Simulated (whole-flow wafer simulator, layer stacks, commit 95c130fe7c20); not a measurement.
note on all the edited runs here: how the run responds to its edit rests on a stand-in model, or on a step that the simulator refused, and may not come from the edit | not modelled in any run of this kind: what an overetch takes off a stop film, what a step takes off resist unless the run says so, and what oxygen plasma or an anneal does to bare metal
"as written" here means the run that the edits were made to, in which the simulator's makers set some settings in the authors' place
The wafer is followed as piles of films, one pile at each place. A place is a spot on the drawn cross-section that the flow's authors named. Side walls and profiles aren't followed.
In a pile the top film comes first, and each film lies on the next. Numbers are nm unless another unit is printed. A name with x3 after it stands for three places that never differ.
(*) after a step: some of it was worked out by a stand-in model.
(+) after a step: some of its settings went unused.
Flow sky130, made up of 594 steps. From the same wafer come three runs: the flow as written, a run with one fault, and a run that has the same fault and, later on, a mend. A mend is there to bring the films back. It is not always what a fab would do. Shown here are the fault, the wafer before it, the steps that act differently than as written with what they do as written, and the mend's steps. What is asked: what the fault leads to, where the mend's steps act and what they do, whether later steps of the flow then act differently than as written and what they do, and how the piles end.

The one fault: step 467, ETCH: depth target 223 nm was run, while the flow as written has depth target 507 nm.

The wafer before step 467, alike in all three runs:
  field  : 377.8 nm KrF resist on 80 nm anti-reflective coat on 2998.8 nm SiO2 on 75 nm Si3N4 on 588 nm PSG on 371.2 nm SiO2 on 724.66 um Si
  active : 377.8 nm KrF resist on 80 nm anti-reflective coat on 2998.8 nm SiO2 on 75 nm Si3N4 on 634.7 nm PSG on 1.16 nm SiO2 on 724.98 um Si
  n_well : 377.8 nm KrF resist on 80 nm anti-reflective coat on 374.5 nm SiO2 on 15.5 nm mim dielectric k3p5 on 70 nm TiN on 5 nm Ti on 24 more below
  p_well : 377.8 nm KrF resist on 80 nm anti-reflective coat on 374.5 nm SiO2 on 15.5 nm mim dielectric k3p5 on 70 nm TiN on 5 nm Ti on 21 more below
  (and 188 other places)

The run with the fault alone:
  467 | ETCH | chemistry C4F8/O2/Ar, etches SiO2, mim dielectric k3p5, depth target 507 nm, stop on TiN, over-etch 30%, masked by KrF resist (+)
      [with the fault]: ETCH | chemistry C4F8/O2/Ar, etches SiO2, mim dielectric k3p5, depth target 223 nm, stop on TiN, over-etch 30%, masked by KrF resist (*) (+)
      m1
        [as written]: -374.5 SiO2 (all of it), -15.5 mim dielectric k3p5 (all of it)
        [with the fault]: -223 SiO2
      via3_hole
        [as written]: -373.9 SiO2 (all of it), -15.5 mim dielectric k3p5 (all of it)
        [with the fault]: -223 SiO2
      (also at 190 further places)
  Later steps of the flow acting differently than as written (1 more step, not shown, differs only slightly: by at most 2% or 0.5 nm, whichever is larger):
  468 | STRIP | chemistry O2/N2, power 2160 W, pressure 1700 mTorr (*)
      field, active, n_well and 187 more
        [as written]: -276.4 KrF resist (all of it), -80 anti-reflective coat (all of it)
        [with the fault]: -333.2 KrF resist (all of it), -80 anti-reflective coat (all of it)
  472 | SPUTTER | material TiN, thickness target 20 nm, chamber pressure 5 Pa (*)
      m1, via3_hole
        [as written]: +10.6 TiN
        [with the fault]: +13.1 TiN (new film)
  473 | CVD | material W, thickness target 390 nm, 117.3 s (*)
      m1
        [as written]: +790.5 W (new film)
        [with the fault]: +620.5 W (new film)
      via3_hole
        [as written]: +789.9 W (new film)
        [with the fault]: +620.5 W (new film)
  By the end, the piles at m1, via3_hole depart from the flow's by more than 2% or 0.5 nm, whichever is larger.
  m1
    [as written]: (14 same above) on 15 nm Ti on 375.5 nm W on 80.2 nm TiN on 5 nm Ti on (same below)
    [with the fault]: (14 same above) on 15 nm Ti on 205.5 nm W on 13.1 nm TiN on 151.5 nm SiO2 on 15.5 nm mim dielectric k3p5 on 70 nm TiN on 5 nm Ti on (same below)
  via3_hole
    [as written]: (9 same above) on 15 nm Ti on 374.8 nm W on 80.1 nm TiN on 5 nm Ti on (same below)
    [with the fault]: (9 same above) on 15 nm Ti on 205.5 nm W on 13.1 nm TiN on 150.9 nm SiO2 on 15.5 nm mim dielectric k3p5 on 70 nm TiN on 5 nm Ti on (same below)

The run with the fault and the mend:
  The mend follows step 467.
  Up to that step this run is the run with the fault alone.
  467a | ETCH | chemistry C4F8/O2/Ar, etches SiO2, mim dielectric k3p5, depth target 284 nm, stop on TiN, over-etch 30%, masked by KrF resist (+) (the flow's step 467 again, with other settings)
      field, active, n_well and 187 more
        -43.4 KrF resist
      m1
        -151.5 SiO2 (all of it), -15.5 mim dielectric k3p5 (all of it)
      via3_hole
        -150.9 SiO2 (all of it), -15.5 mim dielectric k3p5 (all of it)
  Later steps of the flow acting differently than as written:
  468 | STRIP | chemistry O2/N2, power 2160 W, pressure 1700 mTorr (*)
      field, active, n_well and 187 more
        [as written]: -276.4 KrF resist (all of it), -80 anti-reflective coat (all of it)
        [with the mend]: -289.8 KrF resist (all of it), -80 anti-reflective coat (all of it)
  The piles end the same as the flow's at every place that both follow.
